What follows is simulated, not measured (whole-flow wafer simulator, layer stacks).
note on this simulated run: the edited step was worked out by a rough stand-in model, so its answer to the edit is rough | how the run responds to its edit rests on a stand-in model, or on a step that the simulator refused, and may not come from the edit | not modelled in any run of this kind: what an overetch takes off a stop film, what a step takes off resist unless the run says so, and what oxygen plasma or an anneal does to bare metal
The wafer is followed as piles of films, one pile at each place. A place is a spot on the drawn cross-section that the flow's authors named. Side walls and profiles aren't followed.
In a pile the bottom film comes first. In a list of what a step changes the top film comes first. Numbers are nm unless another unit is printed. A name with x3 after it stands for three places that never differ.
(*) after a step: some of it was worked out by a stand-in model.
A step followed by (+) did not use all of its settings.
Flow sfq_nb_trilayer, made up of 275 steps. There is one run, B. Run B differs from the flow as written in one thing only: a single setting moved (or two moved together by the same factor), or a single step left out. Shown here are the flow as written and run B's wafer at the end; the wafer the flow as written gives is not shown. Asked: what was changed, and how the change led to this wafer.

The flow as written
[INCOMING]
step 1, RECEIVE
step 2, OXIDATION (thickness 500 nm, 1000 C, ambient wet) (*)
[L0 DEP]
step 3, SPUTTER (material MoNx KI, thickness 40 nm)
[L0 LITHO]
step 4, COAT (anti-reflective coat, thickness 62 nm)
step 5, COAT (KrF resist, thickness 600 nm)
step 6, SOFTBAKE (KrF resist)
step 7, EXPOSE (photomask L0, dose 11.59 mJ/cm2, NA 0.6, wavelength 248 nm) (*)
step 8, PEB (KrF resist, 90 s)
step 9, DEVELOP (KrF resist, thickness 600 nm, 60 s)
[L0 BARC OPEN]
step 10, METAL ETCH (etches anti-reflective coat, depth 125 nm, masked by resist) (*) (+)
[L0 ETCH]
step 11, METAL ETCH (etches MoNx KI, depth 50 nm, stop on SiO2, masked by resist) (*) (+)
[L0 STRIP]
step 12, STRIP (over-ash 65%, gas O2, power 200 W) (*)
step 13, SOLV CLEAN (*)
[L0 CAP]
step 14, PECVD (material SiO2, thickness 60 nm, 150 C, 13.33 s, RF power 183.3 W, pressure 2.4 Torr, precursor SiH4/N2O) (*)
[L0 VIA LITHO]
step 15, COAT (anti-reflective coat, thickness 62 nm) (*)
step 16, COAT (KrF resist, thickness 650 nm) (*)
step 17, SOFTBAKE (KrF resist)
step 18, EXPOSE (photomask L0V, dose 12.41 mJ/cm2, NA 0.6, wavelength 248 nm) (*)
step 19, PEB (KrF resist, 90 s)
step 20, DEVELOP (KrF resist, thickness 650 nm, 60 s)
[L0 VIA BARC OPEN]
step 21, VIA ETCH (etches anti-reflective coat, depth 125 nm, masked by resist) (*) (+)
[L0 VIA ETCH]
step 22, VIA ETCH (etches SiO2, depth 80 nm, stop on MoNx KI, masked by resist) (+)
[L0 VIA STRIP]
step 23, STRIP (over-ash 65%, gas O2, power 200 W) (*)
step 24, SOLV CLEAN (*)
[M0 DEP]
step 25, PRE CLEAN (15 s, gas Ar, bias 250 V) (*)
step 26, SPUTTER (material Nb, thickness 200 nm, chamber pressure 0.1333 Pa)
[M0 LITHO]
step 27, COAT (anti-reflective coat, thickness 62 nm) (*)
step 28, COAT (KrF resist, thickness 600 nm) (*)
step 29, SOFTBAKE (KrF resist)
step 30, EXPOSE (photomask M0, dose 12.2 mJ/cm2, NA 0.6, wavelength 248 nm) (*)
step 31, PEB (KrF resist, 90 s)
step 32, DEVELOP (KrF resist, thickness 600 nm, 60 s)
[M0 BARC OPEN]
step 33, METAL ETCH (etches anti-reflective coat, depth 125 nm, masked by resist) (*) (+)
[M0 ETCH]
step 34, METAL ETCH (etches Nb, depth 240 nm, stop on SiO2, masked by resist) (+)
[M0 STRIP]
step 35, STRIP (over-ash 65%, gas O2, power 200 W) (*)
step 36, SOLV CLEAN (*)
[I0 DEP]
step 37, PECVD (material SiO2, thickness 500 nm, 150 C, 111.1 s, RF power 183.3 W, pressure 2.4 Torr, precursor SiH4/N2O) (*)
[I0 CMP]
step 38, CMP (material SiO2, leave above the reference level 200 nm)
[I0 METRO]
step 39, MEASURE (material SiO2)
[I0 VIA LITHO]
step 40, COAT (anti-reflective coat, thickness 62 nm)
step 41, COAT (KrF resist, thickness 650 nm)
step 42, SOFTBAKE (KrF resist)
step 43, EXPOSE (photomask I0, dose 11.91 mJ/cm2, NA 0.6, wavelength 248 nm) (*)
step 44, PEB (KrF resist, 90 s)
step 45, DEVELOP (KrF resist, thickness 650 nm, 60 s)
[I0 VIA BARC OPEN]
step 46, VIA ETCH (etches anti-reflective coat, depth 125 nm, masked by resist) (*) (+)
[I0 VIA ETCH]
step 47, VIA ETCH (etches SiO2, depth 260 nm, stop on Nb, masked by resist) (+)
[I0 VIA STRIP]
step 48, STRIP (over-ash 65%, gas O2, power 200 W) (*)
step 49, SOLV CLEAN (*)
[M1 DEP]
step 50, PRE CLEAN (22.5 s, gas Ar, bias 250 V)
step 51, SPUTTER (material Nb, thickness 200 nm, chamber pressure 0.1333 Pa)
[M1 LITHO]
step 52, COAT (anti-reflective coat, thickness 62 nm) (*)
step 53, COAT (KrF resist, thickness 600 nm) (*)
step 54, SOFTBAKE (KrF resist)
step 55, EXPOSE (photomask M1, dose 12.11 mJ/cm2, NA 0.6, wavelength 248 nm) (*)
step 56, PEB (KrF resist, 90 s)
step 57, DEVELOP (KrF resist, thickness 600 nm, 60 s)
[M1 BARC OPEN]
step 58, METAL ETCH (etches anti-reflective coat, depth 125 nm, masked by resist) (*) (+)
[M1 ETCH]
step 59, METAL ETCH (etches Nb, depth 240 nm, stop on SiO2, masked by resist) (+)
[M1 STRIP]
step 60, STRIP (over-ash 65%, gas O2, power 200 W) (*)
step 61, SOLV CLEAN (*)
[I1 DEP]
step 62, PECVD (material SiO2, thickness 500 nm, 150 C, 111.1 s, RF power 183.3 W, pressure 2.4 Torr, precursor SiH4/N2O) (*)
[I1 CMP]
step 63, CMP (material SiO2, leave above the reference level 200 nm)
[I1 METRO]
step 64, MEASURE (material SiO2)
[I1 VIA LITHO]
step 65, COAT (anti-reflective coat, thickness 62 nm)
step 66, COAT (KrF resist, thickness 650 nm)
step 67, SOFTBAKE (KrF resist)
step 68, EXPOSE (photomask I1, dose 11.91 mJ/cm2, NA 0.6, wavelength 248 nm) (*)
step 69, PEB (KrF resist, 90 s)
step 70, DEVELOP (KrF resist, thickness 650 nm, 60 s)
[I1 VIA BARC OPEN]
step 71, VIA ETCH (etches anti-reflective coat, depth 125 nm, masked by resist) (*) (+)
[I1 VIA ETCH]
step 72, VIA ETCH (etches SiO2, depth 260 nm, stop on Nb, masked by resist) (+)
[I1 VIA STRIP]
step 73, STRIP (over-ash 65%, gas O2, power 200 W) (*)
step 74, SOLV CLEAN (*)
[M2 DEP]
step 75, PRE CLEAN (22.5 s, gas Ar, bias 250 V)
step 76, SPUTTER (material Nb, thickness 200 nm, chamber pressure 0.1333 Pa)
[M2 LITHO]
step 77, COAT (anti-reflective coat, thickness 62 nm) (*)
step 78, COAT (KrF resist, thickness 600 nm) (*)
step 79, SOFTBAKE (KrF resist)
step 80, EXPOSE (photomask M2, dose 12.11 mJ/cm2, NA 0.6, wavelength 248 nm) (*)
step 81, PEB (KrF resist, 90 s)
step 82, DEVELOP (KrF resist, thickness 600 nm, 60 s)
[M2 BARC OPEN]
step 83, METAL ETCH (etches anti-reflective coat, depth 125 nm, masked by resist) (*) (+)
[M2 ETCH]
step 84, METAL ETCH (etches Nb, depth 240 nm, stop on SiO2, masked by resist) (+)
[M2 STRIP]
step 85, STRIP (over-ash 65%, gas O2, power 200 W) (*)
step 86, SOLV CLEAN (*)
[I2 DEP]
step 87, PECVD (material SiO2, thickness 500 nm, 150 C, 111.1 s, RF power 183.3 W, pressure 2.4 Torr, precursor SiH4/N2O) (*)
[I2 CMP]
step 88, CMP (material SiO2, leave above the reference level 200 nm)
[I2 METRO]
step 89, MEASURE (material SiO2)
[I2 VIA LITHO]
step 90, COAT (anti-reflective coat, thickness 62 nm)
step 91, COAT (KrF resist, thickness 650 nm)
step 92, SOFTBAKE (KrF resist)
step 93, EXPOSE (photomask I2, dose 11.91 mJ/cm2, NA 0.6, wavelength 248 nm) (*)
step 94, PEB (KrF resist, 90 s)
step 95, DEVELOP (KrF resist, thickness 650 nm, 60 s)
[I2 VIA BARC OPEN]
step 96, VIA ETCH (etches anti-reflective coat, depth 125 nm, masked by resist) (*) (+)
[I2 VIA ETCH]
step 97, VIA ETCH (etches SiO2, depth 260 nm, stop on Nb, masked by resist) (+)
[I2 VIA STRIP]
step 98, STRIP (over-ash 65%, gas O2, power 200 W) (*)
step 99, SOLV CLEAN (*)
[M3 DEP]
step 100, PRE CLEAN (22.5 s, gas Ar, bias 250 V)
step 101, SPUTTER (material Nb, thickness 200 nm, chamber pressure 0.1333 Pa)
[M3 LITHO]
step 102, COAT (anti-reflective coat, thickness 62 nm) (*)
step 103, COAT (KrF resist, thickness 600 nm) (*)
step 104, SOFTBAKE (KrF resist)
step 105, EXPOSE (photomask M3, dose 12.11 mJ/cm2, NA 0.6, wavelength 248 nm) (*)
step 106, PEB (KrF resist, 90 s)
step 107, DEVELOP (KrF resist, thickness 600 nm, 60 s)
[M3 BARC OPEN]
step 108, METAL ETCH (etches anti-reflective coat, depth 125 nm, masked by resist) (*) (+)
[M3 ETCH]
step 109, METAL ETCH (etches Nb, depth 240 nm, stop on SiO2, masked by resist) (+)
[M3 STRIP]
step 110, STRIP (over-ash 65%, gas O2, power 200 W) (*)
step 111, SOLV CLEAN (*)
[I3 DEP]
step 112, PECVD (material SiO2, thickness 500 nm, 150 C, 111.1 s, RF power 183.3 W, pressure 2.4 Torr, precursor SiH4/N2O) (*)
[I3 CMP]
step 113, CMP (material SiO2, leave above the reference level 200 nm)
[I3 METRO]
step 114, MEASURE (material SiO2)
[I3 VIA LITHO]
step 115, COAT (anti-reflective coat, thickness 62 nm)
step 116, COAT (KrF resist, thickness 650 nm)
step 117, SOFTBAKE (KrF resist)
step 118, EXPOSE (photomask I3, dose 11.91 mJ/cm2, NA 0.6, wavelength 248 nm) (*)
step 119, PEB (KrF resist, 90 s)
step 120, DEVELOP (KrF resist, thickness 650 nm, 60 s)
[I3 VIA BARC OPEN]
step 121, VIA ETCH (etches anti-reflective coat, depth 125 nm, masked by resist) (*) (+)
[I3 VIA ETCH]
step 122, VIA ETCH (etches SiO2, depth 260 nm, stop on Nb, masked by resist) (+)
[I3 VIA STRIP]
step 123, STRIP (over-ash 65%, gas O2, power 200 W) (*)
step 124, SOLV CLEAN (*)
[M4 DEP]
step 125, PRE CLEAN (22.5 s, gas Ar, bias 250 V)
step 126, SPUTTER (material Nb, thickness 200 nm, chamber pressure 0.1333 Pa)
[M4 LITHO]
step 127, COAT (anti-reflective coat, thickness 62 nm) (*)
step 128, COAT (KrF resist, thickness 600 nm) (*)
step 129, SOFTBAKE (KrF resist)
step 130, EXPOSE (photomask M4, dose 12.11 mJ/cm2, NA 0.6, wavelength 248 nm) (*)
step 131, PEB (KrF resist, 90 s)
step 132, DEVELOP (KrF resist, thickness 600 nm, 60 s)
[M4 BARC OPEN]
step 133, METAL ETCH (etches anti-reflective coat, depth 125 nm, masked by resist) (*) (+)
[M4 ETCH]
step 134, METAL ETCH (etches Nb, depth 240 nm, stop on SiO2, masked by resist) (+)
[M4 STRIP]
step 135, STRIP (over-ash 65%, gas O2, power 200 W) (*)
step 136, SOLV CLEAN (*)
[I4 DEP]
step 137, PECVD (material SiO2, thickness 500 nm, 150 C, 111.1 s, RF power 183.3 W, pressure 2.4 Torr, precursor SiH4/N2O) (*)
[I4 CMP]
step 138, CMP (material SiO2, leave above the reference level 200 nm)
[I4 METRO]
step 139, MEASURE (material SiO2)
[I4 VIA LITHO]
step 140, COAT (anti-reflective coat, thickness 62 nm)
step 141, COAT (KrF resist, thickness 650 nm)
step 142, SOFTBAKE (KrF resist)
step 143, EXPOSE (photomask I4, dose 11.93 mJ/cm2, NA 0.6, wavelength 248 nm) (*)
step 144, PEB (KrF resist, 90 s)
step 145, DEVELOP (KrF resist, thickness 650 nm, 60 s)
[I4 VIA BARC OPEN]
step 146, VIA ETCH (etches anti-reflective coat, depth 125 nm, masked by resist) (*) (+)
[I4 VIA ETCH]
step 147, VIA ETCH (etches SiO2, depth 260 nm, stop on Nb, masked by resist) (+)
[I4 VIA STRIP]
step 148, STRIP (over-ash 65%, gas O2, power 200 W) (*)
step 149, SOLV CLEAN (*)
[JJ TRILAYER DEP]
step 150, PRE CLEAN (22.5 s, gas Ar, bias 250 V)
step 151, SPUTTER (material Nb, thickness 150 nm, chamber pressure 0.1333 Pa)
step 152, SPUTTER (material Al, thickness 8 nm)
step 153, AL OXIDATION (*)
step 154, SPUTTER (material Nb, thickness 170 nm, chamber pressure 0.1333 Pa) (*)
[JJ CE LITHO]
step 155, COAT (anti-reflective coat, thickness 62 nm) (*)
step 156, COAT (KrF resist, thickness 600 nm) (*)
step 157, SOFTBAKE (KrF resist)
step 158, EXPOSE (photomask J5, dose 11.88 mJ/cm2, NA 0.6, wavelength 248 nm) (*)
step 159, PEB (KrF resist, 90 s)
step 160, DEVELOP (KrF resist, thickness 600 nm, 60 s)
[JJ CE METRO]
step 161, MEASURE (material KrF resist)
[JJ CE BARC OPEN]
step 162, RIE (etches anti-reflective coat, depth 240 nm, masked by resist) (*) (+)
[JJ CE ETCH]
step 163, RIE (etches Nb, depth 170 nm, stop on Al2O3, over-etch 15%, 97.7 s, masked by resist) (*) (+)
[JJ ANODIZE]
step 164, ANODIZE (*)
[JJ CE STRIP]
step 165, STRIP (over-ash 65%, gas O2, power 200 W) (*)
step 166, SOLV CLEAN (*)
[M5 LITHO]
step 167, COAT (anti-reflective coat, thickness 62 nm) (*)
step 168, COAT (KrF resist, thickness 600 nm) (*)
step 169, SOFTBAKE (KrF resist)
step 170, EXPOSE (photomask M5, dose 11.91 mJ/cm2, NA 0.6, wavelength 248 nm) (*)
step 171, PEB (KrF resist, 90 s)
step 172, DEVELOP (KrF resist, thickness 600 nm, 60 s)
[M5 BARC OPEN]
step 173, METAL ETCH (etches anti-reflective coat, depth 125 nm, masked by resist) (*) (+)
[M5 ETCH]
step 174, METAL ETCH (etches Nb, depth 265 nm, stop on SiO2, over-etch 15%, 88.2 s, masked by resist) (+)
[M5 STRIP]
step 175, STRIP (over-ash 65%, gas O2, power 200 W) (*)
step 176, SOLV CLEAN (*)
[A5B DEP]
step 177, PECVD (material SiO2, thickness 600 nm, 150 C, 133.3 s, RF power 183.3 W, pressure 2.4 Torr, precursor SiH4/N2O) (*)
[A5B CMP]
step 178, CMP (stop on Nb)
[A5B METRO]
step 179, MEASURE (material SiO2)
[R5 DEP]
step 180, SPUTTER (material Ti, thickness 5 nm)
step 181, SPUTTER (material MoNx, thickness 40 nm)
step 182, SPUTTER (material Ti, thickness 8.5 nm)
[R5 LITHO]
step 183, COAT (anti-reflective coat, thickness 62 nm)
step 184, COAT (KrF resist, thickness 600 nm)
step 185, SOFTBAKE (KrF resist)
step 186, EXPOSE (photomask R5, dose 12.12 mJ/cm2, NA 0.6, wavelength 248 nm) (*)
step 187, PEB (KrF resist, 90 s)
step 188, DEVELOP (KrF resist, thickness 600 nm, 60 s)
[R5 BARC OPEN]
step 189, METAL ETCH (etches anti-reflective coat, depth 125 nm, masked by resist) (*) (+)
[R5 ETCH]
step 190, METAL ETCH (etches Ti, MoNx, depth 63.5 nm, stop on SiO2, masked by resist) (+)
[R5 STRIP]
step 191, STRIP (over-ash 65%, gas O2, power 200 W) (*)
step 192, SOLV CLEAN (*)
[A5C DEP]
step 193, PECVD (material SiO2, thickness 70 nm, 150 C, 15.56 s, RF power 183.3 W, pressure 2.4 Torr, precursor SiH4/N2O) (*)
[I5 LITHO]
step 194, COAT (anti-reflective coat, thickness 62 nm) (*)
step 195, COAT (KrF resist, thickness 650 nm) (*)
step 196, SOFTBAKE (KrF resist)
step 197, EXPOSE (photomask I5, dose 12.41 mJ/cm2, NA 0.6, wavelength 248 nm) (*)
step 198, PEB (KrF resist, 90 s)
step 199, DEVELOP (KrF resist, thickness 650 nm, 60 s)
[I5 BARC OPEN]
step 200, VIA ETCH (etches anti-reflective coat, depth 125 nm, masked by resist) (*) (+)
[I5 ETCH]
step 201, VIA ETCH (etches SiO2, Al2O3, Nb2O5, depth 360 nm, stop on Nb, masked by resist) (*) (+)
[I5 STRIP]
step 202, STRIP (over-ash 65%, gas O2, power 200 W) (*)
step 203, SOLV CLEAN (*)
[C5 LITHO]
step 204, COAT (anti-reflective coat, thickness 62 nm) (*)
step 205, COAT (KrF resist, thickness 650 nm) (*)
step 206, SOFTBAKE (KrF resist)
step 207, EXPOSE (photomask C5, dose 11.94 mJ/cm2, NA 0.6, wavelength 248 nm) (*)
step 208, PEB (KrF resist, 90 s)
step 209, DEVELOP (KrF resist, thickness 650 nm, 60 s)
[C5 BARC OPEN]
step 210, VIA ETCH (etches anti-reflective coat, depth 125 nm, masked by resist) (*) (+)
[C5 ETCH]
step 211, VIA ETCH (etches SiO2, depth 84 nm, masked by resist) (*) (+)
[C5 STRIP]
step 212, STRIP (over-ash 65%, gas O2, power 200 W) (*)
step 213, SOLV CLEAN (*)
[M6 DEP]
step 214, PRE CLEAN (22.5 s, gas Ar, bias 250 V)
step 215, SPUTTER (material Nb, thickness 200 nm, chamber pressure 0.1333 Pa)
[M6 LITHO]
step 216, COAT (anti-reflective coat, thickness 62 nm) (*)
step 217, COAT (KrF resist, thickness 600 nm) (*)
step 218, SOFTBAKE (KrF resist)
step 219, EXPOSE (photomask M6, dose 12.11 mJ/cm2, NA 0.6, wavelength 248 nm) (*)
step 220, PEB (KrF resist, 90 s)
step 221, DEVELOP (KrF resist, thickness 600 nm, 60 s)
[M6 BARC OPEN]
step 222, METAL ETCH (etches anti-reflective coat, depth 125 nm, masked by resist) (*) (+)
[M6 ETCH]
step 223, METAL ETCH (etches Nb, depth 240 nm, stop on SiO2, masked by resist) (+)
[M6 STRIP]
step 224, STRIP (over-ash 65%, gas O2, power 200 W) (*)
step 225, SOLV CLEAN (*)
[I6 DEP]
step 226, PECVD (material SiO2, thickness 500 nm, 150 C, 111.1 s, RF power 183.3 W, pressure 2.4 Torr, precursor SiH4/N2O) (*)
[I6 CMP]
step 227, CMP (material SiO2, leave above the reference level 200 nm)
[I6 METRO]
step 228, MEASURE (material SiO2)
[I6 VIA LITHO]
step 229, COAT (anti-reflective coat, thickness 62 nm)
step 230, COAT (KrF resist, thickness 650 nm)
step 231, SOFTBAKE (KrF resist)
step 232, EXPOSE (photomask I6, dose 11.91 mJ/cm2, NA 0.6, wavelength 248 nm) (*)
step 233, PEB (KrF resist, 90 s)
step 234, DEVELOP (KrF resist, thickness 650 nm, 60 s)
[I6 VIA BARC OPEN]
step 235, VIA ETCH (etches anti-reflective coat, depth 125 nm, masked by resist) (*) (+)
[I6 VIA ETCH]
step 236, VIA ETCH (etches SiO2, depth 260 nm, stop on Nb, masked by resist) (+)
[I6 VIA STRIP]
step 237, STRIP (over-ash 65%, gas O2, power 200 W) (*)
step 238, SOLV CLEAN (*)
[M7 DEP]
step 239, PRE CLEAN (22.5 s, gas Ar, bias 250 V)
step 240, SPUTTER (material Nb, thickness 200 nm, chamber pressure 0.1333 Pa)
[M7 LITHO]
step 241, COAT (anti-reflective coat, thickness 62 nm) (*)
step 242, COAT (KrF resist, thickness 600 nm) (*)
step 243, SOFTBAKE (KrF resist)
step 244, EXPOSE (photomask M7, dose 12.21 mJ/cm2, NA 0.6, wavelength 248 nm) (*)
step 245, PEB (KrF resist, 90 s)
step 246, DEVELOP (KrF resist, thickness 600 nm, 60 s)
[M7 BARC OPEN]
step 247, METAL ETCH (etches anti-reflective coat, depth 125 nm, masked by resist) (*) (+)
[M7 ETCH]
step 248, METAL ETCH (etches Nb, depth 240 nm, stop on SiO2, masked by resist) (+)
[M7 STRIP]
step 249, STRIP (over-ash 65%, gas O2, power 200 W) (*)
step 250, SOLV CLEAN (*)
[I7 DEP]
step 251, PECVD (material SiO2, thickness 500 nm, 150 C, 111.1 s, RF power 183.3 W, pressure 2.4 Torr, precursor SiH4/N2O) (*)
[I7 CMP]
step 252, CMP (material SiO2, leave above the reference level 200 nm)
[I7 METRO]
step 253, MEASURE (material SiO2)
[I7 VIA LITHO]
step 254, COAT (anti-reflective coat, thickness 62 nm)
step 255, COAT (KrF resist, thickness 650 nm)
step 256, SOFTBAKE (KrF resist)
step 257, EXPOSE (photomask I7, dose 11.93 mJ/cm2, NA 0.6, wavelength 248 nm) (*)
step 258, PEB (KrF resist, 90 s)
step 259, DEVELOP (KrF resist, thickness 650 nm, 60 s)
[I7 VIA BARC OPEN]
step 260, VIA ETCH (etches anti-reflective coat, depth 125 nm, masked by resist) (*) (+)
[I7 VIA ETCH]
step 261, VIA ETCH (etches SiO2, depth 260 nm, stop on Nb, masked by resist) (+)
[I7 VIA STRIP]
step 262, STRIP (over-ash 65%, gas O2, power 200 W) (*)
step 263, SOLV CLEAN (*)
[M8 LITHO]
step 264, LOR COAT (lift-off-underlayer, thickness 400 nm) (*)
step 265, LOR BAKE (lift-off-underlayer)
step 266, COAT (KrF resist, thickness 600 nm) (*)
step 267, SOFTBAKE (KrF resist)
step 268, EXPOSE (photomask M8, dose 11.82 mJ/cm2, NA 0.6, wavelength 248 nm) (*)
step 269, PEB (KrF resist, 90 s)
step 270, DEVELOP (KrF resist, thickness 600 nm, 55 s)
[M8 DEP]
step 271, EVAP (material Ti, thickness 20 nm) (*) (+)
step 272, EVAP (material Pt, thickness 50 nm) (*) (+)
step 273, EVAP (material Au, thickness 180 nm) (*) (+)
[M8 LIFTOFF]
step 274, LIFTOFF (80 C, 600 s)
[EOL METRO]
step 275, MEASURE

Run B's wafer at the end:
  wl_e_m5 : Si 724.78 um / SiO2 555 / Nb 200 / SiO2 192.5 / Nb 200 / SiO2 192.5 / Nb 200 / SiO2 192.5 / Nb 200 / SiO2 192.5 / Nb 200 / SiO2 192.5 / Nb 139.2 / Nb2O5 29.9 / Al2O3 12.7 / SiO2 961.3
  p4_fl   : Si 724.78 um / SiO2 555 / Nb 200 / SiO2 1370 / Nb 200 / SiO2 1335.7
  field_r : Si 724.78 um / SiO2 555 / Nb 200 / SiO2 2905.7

The reason: step 193, PECVD: thickness 29.8 nm was run, while the flow as written has thickness 70 nm; step 193, PECVD: 6.611 s was run, where the flow has 15.56 s.

The path from the change to this, step by step:
  step 193, PECVD (material SiO2, thickness 70 nm, 150 C, 15.56 s, RF power 183.3 W, pressure 2.4 Torr, precursor SiH4/N2O) (*)
      field_l, v_sur, via_wl and 92 more: SiO2 gains 29.8 (as written it would have been: SiO2 gains 70)
      ce_l, c5j, ce_r and 8 more: SiO2 gains 29.8 (new film) (as written it would have been: SiO2 gains 70 (new film))
  step 194, COAT (anti-reflective coat, thickness 62 nm) (*)
      r5r_spacepad_l, r5r_spacepad_r: anti-reflective coat gains 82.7 (new film) (as written it would have been: anti-reflective coat gains 84.4 (new film))
      r5r_line_c, r5r_line_r: anti-reflective coat gains 48.4 (new film) (as written it would have been: anti-reflective coat gains 49.4 (new film))
      (also at 1 further place)
  step 201, VIA ETCH (etches SiO2, Al2O3, Nb2O5, depth 360 nm, stop on Nb, masked by resist) (*) (+)
      be: SiO2 loses 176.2 (all of it), Al2O3 loses 12.7 (all of it), Nb2O5 loses 29.9 (all of it) (as written it would have been: SiO2 loses 216.4 (all of it), Al2O3 loses 12.7 (all of it), Nb2O5 loses 29.9 (all of it))
  step 202, STRIP (over-ash 65%, gas O2, power 200 W) (*)
      r5r_spacepad_l, r5r_spacepad_r: KrF resist loses 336 (all of it), anti-reflective coat loses 82.7 (all of it) (as written it would have been: KrF resist loses 335.6 (all of it), anti-reflective coat loses 84.4 (all of it))
      r5r_line_c, r5r_line_r: KrF resist loses 317.2 (all of it), anti-reflective coat loses 48.4 (all of it) (as written it would have been: KrF resist loses 317.5 (all of it), anti-reflective coat loses 49.4 (all of it))
      (also at 1 further place)
  step 204, COAT (anti-reflective coat, thickness 62 nm) (*)
      r5r_spacepad_l, r5r_spacepad_r: anti-reflective coat gains 82.7 (new film) (as written it would have been: anti-reflective coat gains 84.4 (new film))
      r5r_line_c, r5r_line_r: anti-reflective coat gains 48.4 (new film) (as written it would have been: anti-reflective coat gains 49.4 (new film))
      (also at 4 further places)
  step 205, COAT (KrF resist, thickness 650 nm) (*)
      be: KrF resist gains 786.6 (new film) (as written it would have been: KrF resist gains 815.3 (new film))
  step 211, VIA ETCH (etches SiO2, depth 84 nm, masked by resist) (*) (+)
      field_l, v_sur, via_wl and 101 more: KrF resist loses 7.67 (as written it would have been: KrF resist loses 14.5)
      c5j: SiO2 loses 29.7 (all of it), Nb loses 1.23 (as written it would have been: SiO2 loses 69.9 (all of it), Nb loses 1.18)
      (also at 1 further place)
  step 212, STRIP (over-ash 65%, gas O2, power 200 W) (*)
      r5r_spacepad_l, r5r_spacepad_r: KrF resist loses 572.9 (all of it), anti-reflective coat loses 82.7 (all of it) (as written it would have been: KrF resist loses 565.8 (all of it), anti-reflective coat loses 84.4 (all of it))
      r5r_line_c, r5r_line_r: KrF resist loses 554.1 (all of it), anti-reflective coat loses 48.4 (all of it) (as written it would have been: KrF resist loses 547.6 (all of it), anti-reflective coat loses 49.4 (all of it))
      (also at 4 further places)
  step 215, SPUTTER (material Nb, thickness 200 nm, chamber pressure 0.1333 Pa)
      be: Nb gains 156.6 (as written it would have been: Nb gains 147.3)
      c5j: Nb gains 200 (as written it would have been: Nb gains 188.4)
      (also at 1 further place)
  step 216, COAT (anti-reflective coat, thickness 62 nm) (*)
      wire: anti-reflective coat gains 49.5 (new film) (as written it would have been: anti-reflective coat gains 48.3 (new film))
      be: anti-reflective coat gains 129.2 (new film) (as written it would have been: anti-reflective coat gains 136.7 (new film))
      (also at 9 further places)
  step 217, COAT (KrF resist, thickness 600 nm) (*)
      be: KrF resist gains 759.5 (new film) (as written it would have been: KrF resist gains 793.9 (new film))
      c5j: KrF resist gains 619.2 (new film) (as written it would have been: KrF resist gains 636 (new film))
      (also at 1 further place)
  step 224, STRIP (over-ash 65%, gas O2, power 200 W) (*)
      wire: KrF resist loses 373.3 (all of it), anti-reflective coat loses 49.5 (all of it) (as written it would have been: KrF resist loses 369.8 (all of it), anti-reflective coat loses 48.3 (all of it))
      be: KrF resist loses 541.5 (all of it), anti-reflective coat loses 129.2 (all of it) (as written it would have been: KrF resist loses 575.8 (all of it), anti-reflective coat loses 136.7 (all of it))
      (also at 9 further places)
  step 226, PECVD (material SiO2, thickness 500 nm, 150 C, 111.1 s, RF power 183.3 W, pressure 2.4 Torr, precursor SiH4/N2O) (*)
      be: SiO2 gains 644 (new film) (as written it would have been: SiO2 gains 693.5 (new film))
      c5j: SiO2 gains 500 (new film) (as written it would have been: SiO2 gains 514.7 (new film))
  step 227, CMP (material SiO2, leave above the reference level 200 nm)
      c5j: SiO2 loses 260 (as written it would have been: SiO2 loses 223)
      res: SiO2 loses 326.7 (as written it would have been: SiO2 loses 279.4)
